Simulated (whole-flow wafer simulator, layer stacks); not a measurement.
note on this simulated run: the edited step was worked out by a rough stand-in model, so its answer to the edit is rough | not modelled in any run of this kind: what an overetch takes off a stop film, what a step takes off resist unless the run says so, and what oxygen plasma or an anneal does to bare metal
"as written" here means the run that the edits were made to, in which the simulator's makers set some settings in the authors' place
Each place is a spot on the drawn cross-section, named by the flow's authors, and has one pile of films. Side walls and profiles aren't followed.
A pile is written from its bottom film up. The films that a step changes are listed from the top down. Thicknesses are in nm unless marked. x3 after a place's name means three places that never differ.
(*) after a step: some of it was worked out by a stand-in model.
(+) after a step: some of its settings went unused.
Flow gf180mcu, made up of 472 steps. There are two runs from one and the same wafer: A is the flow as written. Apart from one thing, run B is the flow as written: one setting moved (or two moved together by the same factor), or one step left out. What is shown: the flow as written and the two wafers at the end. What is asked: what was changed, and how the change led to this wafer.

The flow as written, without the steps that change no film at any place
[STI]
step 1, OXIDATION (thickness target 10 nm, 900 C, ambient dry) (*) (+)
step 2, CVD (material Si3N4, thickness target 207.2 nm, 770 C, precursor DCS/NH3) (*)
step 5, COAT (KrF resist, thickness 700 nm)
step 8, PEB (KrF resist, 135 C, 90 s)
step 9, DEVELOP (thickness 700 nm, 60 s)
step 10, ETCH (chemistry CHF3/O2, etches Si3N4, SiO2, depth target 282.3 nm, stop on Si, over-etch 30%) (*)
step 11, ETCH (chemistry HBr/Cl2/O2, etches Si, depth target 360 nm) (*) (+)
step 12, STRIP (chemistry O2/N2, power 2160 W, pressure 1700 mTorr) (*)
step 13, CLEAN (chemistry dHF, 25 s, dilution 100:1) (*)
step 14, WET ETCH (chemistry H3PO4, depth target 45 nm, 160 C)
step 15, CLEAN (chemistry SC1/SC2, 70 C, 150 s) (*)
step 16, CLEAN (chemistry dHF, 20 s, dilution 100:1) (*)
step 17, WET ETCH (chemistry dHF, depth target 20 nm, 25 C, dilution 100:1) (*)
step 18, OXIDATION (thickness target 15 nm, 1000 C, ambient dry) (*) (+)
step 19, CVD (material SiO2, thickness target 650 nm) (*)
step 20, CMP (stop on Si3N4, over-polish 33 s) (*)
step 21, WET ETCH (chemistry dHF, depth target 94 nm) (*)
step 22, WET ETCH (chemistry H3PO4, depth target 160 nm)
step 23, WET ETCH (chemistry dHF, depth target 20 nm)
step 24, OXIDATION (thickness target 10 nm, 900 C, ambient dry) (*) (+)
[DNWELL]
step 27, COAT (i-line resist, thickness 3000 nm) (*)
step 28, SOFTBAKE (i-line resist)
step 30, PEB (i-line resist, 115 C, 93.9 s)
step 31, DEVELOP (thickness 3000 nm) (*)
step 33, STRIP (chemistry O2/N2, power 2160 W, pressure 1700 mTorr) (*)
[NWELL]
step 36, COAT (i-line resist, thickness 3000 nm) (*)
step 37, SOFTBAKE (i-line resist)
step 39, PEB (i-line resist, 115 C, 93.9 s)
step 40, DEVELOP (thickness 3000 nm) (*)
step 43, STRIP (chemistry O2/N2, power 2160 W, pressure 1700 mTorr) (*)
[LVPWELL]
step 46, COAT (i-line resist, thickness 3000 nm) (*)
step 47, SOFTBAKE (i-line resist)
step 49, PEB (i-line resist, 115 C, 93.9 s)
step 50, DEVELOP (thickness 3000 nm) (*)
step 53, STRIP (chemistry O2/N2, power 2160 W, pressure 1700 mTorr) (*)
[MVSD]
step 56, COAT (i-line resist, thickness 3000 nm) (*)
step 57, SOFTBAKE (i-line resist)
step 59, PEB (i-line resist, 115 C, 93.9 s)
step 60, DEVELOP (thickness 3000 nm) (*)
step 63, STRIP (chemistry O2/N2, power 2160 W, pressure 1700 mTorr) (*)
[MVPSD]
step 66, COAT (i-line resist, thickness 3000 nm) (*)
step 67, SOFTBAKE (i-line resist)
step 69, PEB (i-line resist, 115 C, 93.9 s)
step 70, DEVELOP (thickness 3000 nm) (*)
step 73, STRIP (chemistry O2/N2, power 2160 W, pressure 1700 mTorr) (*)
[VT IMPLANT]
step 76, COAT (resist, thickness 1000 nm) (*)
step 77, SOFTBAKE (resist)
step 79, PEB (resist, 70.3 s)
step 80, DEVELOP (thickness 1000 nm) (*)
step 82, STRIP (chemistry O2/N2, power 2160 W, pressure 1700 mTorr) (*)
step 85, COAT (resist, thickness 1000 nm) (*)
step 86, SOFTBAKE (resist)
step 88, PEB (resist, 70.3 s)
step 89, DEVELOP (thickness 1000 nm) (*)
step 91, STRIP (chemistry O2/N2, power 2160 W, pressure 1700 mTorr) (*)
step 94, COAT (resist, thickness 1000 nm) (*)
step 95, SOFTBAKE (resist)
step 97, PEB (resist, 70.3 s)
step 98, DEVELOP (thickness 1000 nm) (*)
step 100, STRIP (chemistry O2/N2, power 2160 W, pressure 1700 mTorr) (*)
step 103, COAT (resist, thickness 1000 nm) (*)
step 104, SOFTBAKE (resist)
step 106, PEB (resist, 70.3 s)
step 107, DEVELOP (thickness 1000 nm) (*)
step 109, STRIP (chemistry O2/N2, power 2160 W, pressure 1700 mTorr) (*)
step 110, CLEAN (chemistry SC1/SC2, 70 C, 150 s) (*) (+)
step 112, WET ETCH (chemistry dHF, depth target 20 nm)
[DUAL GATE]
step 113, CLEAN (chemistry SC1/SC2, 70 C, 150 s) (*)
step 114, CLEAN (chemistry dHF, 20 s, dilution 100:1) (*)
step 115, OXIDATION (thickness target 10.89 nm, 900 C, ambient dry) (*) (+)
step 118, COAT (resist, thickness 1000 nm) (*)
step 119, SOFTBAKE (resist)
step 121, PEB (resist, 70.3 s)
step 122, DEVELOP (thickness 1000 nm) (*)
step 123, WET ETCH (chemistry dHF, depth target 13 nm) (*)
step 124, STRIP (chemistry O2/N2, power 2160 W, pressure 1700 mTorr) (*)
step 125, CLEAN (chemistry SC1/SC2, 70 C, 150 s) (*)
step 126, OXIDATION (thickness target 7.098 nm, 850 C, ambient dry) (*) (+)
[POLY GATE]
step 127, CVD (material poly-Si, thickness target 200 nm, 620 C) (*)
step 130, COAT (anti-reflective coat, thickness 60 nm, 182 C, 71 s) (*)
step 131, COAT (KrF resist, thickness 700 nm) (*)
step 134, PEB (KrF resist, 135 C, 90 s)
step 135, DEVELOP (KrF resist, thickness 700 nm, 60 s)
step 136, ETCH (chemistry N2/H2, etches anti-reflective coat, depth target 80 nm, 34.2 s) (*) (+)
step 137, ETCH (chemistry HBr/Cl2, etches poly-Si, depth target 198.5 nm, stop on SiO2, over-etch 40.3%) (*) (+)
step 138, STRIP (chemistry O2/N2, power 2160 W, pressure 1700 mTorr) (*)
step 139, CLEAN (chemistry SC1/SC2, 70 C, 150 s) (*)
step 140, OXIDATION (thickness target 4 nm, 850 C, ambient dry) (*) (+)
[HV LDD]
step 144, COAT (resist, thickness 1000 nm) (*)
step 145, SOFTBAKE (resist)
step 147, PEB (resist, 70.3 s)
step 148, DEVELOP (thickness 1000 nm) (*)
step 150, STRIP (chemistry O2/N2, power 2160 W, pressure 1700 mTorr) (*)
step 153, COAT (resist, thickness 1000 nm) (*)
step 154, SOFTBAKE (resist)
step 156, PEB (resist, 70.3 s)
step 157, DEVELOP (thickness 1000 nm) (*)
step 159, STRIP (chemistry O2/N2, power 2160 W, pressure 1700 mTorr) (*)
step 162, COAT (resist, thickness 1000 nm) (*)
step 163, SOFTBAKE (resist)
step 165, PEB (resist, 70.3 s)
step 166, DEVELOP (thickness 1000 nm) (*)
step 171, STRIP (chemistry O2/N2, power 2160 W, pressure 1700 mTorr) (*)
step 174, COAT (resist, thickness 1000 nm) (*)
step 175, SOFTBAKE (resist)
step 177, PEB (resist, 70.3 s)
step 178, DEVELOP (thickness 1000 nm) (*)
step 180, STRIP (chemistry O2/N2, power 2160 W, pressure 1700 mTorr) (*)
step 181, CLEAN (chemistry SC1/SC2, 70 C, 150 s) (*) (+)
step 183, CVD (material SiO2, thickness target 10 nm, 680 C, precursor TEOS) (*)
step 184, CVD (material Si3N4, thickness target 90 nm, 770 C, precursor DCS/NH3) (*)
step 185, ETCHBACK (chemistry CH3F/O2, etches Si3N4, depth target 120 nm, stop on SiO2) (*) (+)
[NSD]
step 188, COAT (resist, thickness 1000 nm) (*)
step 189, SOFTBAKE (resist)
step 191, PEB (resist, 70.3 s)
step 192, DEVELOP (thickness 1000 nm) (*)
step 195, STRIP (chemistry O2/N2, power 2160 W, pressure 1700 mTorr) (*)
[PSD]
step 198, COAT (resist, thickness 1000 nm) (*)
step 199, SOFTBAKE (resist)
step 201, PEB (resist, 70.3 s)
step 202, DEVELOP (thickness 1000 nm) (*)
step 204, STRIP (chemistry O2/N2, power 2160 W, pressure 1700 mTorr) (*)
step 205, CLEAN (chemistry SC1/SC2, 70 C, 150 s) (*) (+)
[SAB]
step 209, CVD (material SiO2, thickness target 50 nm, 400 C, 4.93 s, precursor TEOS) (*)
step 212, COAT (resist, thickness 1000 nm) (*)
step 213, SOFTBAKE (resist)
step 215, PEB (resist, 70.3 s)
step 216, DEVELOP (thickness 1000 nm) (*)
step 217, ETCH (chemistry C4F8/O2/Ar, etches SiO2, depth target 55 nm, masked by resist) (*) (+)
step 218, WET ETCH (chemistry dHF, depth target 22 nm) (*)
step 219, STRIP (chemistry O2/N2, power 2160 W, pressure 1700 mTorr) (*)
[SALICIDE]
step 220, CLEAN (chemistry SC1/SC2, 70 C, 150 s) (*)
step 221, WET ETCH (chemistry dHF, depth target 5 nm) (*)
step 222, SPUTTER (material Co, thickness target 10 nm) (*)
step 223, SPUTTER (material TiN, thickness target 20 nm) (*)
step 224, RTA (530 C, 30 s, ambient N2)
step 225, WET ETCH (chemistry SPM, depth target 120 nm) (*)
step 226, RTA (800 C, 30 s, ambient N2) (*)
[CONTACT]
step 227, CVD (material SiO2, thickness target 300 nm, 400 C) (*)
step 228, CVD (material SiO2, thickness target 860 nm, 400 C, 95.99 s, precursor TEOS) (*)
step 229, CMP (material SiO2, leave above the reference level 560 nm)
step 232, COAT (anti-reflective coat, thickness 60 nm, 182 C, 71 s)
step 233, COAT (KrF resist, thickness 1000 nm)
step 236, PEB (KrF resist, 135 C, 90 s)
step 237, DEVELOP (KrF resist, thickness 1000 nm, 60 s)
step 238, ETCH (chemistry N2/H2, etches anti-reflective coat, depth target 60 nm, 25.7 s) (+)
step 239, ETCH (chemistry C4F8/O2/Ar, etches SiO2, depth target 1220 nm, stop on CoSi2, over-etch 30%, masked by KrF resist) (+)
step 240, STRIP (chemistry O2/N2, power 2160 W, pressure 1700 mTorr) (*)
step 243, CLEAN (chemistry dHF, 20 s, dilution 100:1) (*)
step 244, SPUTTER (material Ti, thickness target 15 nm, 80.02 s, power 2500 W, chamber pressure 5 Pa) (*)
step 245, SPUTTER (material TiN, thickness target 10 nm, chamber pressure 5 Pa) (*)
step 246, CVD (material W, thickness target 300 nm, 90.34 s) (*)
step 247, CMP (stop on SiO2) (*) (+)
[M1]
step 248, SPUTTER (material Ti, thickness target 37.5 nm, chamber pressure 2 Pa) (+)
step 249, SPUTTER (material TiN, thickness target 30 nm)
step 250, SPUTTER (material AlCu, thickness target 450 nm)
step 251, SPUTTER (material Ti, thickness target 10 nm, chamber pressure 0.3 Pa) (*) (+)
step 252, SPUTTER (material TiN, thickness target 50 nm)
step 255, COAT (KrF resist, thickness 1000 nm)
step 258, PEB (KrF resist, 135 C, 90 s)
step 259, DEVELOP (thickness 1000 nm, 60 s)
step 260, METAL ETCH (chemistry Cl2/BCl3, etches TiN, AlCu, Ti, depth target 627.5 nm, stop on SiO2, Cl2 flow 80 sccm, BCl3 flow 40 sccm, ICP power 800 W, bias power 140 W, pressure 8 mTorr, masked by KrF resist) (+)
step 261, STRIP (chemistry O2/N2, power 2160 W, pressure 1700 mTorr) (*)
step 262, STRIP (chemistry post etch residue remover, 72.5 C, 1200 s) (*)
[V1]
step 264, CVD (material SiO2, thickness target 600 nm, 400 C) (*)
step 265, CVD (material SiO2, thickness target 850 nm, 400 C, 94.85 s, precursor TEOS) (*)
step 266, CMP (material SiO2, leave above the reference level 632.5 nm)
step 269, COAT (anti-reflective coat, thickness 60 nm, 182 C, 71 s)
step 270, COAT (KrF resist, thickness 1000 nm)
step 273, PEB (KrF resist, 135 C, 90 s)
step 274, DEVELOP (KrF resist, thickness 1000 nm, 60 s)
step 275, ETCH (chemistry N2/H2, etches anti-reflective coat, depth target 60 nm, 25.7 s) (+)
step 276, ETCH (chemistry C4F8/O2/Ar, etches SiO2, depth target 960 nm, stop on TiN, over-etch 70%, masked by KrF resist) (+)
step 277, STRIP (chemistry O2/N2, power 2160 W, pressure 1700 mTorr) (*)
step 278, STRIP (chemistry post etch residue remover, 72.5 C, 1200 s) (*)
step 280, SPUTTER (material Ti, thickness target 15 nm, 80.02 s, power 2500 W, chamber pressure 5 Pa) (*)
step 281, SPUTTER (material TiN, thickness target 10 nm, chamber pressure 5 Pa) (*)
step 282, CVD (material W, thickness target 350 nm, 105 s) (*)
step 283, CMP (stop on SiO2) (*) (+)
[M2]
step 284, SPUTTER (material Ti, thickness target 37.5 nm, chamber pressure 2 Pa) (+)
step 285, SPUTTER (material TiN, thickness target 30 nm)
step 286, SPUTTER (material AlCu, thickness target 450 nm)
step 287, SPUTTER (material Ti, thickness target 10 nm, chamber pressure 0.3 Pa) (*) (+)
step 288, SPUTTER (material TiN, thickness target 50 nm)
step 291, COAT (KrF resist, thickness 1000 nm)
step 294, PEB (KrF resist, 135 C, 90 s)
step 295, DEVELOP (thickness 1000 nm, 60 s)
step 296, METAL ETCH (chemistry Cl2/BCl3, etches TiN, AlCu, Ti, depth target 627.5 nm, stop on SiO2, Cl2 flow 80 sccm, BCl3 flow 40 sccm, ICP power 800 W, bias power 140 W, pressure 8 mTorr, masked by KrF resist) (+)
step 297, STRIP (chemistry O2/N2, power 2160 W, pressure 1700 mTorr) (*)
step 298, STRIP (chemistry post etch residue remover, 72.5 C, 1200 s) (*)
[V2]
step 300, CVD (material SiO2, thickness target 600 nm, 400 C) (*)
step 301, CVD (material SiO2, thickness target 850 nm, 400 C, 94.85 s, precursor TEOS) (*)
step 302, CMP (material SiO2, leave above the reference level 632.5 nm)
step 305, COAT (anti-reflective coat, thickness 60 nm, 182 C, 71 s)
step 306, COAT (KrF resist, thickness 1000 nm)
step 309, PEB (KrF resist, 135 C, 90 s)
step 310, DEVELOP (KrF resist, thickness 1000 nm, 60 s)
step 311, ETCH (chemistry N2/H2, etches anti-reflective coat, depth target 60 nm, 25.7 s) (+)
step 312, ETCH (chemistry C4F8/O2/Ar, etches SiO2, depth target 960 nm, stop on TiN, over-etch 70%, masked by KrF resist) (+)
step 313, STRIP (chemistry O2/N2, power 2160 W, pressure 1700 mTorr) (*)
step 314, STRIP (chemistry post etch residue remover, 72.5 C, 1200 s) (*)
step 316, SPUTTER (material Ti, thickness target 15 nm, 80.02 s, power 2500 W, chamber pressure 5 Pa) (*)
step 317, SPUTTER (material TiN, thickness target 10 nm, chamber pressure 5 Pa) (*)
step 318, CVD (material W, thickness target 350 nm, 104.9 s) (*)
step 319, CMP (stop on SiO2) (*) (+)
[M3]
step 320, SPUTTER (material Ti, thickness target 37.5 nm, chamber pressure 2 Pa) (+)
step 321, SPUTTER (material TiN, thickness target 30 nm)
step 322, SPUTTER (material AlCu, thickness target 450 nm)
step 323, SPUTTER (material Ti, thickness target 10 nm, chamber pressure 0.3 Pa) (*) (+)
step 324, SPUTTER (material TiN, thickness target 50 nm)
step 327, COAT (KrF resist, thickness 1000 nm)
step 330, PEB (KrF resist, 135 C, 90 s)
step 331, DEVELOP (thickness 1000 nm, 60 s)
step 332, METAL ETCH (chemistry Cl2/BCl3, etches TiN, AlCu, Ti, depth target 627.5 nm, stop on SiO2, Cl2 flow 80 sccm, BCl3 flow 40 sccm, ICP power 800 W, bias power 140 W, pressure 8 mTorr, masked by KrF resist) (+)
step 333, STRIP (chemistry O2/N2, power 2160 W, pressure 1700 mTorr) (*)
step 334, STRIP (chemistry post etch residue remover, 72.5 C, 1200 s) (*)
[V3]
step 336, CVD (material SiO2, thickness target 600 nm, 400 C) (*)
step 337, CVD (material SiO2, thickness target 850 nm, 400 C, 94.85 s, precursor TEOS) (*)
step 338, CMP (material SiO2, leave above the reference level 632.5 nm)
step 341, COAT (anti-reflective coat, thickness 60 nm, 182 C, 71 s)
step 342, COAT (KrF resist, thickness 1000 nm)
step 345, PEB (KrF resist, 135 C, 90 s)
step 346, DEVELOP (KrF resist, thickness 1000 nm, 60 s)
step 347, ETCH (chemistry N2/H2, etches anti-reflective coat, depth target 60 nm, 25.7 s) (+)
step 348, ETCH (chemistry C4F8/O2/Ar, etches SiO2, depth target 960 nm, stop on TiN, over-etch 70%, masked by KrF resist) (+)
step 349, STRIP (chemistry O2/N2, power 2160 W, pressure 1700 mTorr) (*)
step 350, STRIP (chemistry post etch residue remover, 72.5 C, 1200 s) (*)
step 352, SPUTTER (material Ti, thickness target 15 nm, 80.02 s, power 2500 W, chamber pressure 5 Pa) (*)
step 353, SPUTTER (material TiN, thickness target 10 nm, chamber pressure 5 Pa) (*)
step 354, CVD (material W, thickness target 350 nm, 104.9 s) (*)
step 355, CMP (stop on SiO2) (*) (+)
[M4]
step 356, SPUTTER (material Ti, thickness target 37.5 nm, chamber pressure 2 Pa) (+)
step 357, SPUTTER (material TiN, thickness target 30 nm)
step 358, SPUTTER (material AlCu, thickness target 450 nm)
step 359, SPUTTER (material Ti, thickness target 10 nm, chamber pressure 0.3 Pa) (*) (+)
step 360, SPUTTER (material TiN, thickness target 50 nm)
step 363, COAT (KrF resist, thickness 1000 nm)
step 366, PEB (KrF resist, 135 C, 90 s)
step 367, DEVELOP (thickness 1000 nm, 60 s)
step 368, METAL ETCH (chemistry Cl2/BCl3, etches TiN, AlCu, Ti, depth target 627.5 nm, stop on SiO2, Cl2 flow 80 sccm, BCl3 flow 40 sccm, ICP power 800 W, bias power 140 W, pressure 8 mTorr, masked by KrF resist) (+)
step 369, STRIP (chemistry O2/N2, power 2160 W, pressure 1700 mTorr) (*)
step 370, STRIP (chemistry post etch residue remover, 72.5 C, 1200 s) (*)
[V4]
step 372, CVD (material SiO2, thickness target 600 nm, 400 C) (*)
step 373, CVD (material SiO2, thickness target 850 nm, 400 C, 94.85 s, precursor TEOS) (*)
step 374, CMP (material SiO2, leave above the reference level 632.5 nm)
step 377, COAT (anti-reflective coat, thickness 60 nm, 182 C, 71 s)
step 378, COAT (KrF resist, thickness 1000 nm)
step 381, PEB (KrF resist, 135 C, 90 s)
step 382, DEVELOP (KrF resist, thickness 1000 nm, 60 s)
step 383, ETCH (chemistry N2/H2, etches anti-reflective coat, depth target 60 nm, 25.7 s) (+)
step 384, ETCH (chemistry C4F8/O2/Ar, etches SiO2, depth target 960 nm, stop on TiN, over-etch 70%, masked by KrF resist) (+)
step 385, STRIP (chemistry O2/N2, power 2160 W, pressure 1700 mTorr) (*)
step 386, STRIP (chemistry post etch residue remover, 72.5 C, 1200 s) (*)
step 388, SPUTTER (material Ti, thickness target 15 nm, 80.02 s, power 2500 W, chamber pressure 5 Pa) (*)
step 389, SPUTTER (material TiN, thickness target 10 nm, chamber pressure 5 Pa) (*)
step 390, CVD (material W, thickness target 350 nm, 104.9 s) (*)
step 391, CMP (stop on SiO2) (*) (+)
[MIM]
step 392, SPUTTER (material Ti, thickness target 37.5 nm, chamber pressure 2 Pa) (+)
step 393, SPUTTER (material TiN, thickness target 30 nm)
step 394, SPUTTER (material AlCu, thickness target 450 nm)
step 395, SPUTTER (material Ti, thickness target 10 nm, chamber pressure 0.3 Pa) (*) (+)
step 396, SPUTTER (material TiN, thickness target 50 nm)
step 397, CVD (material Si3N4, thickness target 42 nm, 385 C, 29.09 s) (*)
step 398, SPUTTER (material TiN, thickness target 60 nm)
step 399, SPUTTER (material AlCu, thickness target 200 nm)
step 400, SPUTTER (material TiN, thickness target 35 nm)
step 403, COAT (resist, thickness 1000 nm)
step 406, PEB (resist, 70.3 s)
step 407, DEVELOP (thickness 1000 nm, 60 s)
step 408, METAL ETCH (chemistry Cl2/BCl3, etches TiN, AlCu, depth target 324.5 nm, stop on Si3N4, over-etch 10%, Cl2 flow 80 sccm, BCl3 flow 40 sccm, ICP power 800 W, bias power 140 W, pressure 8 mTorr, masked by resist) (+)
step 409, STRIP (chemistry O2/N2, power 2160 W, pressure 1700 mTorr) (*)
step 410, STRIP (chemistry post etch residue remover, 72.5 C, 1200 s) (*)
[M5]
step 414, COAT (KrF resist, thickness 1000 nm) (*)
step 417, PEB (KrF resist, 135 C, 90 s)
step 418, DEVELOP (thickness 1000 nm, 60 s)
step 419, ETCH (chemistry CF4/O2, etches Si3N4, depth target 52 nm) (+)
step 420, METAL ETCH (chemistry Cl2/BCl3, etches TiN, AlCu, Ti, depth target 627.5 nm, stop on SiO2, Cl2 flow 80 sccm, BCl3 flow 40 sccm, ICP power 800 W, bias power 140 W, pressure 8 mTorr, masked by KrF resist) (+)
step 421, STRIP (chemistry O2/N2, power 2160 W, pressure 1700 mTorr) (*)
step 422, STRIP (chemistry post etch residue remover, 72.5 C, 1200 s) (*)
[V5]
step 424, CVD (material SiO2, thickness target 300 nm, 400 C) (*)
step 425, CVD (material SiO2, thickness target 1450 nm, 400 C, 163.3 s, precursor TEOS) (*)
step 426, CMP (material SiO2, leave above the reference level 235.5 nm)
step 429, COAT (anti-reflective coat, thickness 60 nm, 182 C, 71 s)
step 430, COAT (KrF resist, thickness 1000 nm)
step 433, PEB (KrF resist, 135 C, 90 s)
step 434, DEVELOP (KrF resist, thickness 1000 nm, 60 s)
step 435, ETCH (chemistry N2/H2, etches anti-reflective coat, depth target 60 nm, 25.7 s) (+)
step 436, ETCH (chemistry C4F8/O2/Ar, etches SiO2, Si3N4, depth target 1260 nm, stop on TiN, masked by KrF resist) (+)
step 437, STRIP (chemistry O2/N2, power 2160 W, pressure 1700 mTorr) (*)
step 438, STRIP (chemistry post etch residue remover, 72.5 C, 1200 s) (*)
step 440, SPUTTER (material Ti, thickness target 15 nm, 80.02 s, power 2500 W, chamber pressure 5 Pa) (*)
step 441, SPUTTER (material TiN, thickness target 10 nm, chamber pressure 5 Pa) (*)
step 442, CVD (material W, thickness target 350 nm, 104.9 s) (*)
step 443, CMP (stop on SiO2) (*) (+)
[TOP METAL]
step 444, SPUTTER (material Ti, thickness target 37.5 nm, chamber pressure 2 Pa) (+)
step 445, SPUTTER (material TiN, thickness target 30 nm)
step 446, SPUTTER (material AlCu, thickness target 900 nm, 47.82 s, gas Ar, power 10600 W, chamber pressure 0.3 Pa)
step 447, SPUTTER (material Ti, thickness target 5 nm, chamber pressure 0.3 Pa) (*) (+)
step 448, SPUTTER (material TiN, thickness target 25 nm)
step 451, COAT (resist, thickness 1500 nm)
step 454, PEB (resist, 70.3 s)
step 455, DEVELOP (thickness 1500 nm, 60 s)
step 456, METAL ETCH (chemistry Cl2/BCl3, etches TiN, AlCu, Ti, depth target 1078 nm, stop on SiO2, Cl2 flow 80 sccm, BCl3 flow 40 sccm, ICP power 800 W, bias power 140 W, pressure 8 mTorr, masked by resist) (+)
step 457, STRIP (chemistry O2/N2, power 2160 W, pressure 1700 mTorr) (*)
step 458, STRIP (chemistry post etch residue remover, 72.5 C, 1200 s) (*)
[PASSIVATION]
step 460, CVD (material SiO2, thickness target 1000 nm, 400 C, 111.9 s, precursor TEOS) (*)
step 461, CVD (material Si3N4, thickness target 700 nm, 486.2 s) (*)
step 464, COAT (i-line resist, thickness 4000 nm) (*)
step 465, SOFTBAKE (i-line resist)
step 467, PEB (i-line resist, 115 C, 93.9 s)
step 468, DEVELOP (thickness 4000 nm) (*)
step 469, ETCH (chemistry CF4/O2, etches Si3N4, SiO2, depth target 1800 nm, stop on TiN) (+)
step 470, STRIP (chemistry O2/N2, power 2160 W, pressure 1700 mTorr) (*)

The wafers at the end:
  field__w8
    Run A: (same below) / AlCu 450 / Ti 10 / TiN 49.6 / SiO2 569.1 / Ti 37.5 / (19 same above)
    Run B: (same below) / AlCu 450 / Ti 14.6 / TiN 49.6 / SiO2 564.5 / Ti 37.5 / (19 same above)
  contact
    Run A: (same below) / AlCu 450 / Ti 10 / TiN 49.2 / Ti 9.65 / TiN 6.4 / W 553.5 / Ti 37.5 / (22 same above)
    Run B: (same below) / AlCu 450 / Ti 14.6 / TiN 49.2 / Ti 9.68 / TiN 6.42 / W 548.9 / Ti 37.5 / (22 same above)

Cause: step 323, SPUTTER: thickness target 14.6 nm was run, whereas the flow has thickness target 10 nm.
One can read it off the wafer: field__w8 has Ti 14.6, and step 323 as written asks for 10 nm.

How this came from the change, step by step:
  step 323, SPUTTER (material Ti, thickness target 10 nm, chamber pressure 0.3 Pa) (*) (+)
      field, field__w1, field__w2 and 108 more: A Ti gains 10 (new film) | B Ti gains 14.6 (new film)
  step 332, METAL ETCH (chemistry Cl2/BCl3, etches TiN, AlCu, Ti, depth target 627.5 nm, stop on SiO2, Cl2 flow 80 sccm, BCl3 flow 40 sccm, ICP power 800 W, bias power 140 W, pressure 8 mTorr, masked by KrF resist) (+)
      field, field__w1, field__w2 and 103 more: A TiN loses 50 (all of it), Ti loses 10 (all of it), AlCu loses 450 (all of it), TiN loses 30 (all of it), Ti loses 37.5 (all of it) | B TiN loses 50 (all of it), Ti loses 14.6 (all of it), AlCu loses 450 (all of it), TiN loses 30 (all of it), Ti loses 37.5 (all of it)
